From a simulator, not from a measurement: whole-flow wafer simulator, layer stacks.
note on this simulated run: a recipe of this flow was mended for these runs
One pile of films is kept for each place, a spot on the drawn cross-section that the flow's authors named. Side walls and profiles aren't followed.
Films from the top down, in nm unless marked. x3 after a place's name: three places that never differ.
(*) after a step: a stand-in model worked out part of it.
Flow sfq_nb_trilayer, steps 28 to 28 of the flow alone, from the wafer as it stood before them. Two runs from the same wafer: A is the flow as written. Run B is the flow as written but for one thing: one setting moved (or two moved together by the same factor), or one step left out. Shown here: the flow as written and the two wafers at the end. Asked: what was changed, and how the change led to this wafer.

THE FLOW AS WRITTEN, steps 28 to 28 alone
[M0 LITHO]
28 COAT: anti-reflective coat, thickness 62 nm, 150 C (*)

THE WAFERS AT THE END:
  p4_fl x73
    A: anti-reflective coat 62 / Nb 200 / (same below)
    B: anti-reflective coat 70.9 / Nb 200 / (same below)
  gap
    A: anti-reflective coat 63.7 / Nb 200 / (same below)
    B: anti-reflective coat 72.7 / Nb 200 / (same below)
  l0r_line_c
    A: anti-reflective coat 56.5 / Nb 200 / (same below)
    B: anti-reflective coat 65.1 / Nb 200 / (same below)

The cause: step 28, COAT: thickness 70.9 nm was run, where the flow has thickness 62 nm.
It can be read off the wafer: p4_fl x73 has anti-reflective coat 70.9, and step 28 as written asks for 62 nm.

How the change led to this, step by step:
  28 COAT: anti-reflective coat, thickness 62 nm, 150 C (*)
      p4_fl x73: A anti-reflective coat +62 (new film) | B anti-reflective coat +70.9 (new film)
      gap, jj_sur, ce_l and 7 more: A anti-reflective coat +63.7 (new film) | B anti-reflective coat +72.7 (new film)
      (and at 23 more places)
